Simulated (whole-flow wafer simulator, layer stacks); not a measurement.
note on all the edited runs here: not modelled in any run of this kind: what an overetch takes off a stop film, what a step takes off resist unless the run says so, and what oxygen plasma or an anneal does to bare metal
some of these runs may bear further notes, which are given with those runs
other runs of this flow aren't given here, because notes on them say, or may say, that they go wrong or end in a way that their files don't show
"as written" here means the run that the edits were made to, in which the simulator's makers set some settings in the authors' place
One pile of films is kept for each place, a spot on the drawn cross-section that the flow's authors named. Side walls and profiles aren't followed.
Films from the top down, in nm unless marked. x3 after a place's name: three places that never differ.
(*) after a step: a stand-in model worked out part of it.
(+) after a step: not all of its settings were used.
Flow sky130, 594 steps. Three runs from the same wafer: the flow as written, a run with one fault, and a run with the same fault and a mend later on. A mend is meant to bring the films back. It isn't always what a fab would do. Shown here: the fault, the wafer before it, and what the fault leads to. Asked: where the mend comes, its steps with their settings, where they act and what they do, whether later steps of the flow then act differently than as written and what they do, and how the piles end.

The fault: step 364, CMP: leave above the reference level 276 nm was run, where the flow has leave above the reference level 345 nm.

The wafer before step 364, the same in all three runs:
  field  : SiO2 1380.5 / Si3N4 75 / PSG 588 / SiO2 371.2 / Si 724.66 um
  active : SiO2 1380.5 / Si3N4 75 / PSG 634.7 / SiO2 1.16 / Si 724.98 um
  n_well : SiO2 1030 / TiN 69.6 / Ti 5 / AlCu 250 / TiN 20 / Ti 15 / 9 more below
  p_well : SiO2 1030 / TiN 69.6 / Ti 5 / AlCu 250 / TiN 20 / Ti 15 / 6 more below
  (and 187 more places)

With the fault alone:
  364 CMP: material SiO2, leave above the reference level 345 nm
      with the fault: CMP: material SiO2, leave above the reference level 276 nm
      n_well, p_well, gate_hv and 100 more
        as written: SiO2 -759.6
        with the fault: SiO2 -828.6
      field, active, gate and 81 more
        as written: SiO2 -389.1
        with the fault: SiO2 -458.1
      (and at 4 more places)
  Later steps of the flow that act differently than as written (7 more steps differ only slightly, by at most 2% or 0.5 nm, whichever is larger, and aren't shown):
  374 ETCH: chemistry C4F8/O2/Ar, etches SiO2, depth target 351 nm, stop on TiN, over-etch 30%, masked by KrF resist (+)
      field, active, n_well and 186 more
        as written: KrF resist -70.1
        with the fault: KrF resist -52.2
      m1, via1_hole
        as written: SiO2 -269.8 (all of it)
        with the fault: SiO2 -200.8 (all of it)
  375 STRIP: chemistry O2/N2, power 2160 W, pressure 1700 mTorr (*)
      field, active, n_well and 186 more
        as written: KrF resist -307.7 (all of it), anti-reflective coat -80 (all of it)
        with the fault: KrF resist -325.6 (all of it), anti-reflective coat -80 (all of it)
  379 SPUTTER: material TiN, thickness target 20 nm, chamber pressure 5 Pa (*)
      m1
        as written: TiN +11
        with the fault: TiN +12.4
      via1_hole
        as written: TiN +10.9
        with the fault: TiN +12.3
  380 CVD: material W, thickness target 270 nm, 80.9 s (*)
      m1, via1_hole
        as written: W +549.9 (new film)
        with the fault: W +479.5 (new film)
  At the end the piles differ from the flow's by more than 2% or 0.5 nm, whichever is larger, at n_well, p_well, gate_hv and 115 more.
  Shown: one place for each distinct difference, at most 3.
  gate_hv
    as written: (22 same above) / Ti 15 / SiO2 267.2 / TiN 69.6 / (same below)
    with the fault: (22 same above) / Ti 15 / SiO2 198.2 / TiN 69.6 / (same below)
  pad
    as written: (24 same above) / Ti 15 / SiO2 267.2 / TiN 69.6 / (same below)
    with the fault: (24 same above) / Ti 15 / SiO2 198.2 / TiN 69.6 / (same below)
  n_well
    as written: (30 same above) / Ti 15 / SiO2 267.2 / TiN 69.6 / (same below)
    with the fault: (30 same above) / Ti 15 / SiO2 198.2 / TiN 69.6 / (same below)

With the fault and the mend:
  The mend comes after step 364.
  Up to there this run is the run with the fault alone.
  364a HDPCVD: thickness target 69 nm (*) (the flow's step 363 once more, with other settings)
      field, active, n_well and 188 more
        SiO2 +69
  No later step of the flow acts differently than as written, at any place that is followed, by more than 2% or 0.5 nm, whichever is larger.
  At the end the piles are the same as the flow's at every place that both follow.
